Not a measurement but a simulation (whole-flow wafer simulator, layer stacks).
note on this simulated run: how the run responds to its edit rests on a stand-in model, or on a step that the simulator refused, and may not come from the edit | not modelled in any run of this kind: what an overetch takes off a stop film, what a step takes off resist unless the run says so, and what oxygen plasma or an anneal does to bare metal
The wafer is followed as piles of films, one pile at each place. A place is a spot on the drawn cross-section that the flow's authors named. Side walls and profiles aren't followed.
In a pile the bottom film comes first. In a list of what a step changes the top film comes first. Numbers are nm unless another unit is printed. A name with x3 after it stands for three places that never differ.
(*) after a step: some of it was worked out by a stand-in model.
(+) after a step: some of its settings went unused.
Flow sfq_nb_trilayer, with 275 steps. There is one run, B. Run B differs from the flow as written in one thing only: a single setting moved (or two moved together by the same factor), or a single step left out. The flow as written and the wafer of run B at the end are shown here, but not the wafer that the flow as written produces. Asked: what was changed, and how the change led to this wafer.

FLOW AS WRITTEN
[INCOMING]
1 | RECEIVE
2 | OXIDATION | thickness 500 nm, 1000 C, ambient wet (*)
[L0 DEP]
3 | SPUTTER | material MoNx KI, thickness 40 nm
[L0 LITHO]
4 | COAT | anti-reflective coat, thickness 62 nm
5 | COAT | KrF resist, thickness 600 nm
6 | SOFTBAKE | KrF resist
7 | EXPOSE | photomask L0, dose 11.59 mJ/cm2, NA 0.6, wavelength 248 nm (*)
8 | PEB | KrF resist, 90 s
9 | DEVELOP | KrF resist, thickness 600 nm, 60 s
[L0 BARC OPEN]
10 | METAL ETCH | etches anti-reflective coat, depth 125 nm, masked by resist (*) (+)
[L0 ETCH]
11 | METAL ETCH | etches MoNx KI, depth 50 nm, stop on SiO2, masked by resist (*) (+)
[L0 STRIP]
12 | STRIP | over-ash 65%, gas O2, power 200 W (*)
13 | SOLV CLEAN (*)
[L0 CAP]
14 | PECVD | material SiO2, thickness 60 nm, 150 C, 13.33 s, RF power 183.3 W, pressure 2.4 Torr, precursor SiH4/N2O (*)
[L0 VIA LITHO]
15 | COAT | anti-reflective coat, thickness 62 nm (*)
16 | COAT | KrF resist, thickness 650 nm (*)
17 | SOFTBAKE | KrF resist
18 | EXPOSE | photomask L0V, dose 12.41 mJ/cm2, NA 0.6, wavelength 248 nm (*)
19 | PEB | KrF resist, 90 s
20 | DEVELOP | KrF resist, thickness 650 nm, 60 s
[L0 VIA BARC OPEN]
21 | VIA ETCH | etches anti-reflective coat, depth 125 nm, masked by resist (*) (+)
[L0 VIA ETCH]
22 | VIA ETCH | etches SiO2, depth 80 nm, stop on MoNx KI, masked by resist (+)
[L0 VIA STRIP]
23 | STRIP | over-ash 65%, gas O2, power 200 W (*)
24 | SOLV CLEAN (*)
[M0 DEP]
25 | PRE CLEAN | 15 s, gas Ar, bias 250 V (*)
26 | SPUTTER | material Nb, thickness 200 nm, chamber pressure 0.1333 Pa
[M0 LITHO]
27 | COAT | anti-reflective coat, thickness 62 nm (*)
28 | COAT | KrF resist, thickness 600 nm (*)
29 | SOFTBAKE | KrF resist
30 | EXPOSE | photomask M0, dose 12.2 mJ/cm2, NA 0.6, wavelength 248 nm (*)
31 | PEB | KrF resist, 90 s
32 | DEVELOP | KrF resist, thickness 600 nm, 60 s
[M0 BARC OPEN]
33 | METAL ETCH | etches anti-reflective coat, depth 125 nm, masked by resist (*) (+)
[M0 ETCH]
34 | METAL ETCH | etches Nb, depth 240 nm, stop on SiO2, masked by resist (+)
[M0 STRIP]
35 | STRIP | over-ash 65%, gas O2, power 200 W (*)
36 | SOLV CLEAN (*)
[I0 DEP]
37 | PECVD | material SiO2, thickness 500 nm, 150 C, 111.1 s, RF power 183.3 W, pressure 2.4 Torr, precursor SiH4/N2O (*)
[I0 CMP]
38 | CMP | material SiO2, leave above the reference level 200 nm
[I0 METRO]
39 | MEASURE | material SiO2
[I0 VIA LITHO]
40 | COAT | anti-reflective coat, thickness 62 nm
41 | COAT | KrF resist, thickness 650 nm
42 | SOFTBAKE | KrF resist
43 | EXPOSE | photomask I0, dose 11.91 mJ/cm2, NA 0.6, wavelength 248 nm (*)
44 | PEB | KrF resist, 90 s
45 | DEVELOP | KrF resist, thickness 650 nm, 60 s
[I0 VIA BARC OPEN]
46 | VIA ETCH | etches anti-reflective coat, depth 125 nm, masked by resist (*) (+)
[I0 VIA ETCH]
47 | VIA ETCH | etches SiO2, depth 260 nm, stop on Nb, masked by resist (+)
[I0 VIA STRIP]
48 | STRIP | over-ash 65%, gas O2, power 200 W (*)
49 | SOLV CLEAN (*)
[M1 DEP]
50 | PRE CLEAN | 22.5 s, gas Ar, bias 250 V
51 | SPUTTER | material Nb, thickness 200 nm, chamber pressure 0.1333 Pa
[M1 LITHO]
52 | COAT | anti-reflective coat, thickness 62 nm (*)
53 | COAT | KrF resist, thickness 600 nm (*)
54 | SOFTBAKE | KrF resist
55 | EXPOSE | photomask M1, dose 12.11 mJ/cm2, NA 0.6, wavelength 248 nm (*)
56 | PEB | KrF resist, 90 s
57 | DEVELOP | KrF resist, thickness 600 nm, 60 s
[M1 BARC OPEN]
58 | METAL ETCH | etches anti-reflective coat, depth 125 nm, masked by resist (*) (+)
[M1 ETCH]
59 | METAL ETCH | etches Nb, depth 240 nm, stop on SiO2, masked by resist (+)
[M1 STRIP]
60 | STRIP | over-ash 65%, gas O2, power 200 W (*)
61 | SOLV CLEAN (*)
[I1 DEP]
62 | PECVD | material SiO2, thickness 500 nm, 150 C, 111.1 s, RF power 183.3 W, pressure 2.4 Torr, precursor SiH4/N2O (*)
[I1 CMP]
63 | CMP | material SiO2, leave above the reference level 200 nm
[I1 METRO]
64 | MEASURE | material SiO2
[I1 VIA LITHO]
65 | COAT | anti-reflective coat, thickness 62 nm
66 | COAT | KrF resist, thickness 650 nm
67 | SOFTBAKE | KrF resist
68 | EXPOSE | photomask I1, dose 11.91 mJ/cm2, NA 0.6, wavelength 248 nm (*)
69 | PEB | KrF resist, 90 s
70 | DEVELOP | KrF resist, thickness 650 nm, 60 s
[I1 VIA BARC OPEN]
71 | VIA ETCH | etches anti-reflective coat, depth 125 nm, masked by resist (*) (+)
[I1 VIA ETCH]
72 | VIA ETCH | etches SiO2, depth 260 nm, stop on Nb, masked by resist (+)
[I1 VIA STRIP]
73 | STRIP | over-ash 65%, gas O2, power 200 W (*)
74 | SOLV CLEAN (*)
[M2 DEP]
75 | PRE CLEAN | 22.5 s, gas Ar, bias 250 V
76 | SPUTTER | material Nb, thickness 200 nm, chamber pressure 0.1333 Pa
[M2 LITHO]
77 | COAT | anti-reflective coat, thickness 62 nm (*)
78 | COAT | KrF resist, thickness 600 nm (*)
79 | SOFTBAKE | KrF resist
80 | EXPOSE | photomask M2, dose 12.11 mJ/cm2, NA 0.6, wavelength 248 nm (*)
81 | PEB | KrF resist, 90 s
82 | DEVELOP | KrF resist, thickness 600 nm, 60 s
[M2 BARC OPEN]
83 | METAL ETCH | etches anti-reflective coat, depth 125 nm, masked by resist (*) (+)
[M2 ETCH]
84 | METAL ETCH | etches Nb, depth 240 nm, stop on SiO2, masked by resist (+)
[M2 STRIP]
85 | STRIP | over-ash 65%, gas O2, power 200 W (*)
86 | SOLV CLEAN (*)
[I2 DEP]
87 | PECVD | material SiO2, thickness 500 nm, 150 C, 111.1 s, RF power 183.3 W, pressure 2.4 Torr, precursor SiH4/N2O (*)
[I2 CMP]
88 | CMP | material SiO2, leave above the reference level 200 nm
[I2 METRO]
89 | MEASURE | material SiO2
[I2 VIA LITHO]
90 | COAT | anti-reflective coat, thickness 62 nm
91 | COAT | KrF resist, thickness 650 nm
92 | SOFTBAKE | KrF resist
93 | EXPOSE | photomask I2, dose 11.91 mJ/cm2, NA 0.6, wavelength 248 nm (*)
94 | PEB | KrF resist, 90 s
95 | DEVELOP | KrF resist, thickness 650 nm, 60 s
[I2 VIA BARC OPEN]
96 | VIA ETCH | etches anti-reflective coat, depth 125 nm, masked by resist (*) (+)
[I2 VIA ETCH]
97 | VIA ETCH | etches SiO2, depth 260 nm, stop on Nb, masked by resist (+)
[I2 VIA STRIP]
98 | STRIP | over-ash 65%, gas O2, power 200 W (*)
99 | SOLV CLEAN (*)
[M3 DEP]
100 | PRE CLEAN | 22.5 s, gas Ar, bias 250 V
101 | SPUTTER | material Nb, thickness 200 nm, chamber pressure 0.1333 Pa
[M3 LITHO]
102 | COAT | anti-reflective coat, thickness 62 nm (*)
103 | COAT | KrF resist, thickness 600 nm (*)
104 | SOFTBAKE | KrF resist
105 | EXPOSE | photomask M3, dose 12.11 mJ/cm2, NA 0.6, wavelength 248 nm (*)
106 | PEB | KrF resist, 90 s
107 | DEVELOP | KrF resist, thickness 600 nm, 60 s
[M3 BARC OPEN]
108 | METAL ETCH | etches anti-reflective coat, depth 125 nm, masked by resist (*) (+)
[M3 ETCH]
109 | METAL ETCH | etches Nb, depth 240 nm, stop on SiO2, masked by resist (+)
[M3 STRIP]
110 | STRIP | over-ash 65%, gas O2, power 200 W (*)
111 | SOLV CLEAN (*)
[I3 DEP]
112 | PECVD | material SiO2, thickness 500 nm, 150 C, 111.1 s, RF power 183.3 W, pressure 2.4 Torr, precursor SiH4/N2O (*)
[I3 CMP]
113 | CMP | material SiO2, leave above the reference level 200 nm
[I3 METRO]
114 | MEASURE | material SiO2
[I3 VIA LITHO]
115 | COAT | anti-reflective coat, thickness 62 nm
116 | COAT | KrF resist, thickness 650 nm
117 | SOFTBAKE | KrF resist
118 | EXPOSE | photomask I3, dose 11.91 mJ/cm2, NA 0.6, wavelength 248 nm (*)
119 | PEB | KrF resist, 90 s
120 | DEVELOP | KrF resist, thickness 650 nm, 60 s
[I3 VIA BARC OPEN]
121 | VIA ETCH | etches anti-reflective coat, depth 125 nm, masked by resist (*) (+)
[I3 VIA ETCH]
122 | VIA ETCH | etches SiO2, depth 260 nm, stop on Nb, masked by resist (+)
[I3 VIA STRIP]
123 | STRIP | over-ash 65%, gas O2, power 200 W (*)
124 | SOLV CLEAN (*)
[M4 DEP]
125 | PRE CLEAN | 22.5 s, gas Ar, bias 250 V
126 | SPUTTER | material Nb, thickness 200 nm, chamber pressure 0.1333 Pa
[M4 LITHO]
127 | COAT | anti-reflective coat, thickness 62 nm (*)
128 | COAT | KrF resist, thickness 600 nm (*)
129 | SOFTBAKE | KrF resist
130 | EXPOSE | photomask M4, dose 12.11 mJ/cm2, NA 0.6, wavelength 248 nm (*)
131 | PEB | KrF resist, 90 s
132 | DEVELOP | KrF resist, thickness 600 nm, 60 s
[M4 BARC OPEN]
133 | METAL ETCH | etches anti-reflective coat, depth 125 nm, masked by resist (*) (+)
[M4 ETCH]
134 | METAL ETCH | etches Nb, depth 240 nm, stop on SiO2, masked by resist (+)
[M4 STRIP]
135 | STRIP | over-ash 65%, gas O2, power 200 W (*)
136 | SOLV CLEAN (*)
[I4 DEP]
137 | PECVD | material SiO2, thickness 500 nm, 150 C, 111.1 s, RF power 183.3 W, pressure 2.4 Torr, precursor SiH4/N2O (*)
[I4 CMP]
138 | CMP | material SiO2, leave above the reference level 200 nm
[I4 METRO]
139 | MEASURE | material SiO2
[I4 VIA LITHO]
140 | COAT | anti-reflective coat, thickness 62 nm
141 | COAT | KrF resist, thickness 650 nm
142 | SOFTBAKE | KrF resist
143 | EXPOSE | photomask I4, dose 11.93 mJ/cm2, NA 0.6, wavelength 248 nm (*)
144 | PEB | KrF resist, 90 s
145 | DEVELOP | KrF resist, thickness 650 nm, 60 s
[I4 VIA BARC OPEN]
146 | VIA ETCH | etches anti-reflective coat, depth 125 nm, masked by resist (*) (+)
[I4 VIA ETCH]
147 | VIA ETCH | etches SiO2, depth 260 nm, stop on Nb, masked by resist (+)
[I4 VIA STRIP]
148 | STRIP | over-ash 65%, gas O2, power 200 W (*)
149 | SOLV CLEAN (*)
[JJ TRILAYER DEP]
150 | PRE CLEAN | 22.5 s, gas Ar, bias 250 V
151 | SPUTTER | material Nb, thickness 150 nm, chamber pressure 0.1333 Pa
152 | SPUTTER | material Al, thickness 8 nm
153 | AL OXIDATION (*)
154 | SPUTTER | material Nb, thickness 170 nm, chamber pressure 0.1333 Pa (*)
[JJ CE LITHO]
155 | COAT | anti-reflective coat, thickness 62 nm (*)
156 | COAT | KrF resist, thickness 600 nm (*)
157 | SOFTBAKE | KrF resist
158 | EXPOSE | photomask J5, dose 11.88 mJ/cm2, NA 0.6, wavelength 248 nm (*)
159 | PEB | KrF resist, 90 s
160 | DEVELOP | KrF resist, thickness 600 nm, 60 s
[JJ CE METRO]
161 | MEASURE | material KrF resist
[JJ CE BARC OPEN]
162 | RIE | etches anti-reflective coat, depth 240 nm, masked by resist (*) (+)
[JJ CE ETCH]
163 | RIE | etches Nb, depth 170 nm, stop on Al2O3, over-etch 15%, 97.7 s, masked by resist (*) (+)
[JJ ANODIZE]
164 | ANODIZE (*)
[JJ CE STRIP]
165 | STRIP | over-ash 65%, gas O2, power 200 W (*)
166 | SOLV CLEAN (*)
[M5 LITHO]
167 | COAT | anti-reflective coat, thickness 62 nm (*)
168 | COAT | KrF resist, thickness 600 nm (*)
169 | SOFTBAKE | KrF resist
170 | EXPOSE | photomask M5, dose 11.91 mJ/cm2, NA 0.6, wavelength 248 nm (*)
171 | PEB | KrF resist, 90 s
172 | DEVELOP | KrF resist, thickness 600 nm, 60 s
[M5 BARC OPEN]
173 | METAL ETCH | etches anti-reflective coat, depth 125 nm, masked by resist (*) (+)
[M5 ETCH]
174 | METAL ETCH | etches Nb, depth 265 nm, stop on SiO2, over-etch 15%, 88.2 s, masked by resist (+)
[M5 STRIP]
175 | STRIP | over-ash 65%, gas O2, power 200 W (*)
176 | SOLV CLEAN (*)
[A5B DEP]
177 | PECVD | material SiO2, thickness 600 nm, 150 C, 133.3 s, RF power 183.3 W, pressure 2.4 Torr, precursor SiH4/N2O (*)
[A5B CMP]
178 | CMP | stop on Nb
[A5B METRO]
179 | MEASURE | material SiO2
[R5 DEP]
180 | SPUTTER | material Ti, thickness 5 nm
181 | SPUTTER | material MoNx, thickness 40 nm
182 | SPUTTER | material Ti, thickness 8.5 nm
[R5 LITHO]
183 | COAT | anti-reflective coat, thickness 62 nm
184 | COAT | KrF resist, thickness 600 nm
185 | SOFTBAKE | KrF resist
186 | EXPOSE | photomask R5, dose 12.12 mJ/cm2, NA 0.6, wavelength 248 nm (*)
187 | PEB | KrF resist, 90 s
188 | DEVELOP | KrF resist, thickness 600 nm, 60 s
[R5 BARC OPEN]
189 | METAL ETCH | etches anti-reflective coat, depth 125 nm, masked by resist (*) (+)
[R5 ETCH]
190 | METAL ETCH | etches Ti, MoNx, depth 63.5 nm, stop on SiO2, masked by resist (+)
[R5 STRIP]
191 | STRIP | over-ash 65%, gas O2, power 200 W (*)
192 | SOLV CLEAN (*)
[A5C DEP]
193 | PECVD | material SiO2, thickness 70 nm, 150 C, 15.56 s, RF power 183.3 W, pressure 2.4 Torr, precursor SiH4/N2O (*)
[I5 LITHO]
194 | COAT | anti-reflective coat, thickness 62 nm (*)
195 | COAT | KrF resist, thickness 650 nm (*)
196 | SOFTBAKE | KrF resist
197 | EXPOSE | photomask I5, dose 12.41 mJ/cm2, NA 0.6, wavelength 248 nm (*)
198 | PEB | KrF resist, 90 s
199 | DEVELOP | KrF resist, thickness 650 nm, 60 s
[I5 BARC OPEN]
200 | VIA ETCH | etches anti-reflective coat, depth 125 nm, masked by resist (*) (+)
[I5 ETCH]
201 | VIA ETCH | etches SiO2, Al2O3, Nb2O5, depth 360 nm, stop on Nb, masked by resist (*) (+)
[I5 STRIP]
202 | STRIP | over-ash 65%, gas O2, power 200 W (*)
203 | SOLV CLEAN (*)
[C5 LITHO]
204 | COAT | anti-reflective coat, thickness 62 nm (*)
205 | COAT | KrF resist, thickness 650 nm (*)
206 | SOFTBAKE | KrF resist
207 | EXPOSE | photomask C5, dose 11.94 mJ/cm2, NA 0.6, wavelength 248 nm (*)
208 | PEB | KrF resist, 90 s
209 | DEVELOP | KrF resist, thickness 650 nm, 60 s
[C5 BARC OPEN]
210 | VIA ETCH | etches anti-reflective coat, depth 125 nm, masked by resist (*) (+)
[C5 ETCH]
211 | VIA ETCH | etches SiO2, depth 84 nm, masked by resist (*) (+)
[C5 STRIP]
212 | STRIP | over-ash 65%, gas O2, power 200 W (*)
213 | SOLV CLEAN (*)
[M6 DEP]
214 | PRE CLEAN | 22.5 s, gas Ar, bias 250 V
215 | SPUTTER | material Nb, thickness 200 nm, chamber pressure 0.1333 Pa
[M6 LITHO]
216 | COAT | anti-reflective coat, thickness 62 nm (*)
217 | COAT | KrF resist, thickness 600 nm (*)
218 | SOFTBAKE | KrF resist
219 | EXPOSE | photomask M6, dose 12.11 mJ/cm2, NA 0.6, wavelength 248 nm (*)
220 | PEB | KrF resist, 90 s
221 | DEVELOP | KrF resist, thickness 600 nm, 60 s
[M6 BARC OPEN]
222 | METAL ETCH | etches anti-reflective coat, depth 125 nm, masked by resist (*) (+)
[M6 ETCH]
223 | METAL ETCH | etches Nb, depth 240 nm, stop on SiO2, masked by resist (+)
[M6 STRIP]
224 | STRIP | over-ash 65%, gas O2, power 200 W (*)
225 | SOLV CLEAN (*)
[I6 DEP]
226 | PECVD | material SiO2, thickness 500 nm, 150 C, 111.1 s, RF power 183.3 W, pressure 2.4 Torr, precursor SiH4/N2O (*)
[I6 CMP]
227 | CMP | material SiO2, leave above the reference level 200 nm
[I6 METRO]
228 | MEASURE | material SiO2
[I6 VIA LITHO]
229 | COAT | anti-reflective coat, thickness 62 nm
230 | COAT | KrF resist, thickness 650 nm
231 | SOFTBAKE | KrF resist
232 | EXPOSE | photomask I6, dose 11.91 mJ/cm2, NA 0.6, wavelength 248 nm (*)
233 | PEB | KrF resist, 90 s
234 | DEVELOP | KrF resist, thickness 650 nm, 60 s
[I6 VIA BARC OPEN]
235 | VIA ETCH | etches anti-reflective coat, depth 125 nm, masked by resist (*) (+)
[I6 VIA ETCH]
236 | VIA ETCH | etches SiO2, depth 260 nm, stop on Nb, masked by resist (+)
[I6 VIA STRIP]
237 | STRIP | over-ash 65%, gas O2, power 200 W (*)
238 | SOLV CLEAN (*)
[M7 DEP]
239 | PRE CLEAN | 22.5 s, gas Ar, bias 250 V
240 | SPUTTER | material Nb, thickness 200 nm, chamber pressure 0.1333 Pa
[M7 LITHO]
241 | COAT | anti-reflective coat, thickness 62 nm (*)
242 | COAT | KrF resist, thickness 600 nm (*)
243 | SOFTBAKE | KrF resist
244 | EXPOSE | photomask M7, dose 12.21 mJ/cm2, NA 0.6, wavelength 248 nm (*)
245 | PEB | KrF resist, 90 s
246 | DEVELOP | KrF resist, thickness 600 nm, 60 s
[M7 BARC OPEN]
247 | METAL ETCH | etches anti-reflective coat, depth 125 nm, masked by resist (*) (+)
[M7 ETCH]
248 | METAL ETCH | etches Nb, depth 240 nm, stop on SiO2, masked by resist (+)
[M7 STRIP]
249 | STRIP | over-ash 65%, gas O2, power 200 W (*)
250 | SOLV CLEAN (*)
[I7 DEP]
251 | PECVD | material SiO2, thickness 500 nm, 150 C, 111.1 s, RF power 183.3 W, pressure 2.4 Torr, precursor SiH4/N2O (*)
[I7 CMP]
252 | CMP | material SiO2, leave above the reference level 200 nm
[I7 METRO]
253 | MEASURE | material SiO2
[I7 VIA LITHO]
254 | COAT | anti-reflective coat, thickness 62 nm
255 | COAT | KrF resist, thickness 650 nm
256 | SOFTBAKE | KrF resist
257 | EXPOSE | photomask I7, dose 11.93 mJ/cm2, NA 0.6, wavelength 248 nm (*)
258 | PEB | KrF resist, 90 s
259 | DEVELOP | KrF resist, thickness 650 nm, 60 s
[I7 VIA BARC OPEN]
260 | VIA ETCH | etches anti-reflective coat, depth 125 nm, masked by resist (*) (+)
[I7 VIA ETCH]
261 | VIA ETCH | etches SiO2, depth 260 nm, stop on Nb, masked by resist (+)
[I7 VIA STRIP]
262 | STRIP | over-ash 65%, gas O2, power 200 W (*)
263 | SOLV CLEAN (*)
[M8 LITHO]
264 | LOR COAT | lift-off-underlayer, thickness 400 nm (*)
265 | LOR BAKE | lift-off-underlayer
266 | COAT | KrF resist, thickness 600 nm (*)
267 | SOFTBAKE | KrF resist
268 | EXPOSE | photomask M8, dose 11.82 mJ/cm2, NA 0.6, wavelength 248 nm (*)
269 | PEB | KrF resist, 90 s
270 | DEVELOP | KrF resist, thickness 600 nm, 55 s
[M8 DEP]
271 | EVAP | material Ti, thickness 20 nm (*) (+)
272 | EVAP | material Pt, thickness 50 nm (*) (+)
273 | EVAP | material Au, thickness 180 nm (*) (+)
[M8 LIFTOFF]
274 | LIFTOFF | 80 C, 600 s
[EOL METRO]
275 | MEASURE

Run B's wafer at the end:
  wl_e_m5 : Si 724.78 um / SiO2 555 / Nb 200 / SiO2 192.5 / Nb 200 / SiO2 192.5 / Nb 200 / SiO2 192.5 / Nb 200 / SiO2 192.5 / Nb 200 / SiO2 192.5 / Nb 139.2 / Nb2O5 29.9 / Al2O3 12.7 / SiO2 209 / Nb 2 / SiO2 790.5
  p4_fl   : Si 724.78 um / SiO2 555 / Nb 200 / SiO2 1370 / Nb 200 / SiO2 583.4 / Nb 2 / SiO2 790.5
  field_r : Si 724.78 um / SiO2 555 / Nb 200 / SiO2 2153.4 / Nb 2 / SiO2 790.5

What caused this: step 223, METAL ETCH: depth 198 nm was run, while the flow as written has depth 240 nm.

How this came from the change, step by step:
  223 | METAL ETCH | etches Nb, depth 240 nm, stop on SiO2, masked by resist (+)
      field_l, gap, moat and 76 more: -198 Nb (in the flow as written it would be: -200 Nb (all of it))
      v_sur, via_wl, via_w and 24 more: -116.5 KrF resist (in the flow as written it would be: -141.2 KrF resist)
  224 | STRIP | over-ash 65%, gas O2, power 200 W (*)
      wl_j_sl, wl_j_sr: -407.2 KrF resist (all of it), -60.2 anti-reflective coat (all of it) (in the flow as written it would be: -382.5 KrF resist (all of it), -60.2 anti-reflective coat (all of it))
      wl_c_m6, wl_f_m6: -407 KrF resist (all of it), -62 anti-reflective coat (all of it) (in the flow as written it would be: -382.3 KrF resist (all of it), -62 anti-reflective coat (all of it))
      (also at 23 further places)
  226 | PECVD | material SiO2, thickness 500 nm, 150 C, 111.1 s, RF power 183.3 W, pressure 2.4 Torr, precursor SiH4/N2O (*)
      field_l, p4_fl, p4_fm and 62 more: +500 SiO2 (new film) (in the flow as written it would be: +500 SiO2)
      moat, field_r, lsp_l, ln_m5, lsp_m: +493.7 SiO2 (new film) (in the flow as written it would be: +493.6 SiO2)
      (also at 9 further places)
  227 | CMP | material SiO2, leave above the reference level 200 nm
      moat, field_r, lsp_l, ln_m5, lsp_m: -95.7 SiO2 (in the flow as written it would be: -93.6 SiO2)
      lsp_r, l0_sur, l0v: -94 SiO2 (in the flow as written it would be: -91.9 SiO2)
Taking metal films that touch as one body, wl_e_m5 has 7 bodies (between them, from the top down: SiO2 209 / Al2O3 12.7 / Nb2O5 29.9; SiO2 192.5; SiO2 192.5; SiO2 192.5; SiO2 192.5; SiO2 192.5); the flow as written gives 6 bodies (between them, from the top down: SiO2 192.5; SiO2 192.5; SiO2 192.5; SiO2 192.5; SiO2 192.5).
Taking metal films that touch as one body, p4_fl has 3 bodies (between them, from the top down: SiO2 583.4; SiO2 1370); the flow as written gives 2 bodies (between them, from the top down: SiO2 1370).
Taking metal films that touch as one body, field_r has 2 bodies (between them, from the top down: SiO2 2153.4); the flow as written gives 1 body.
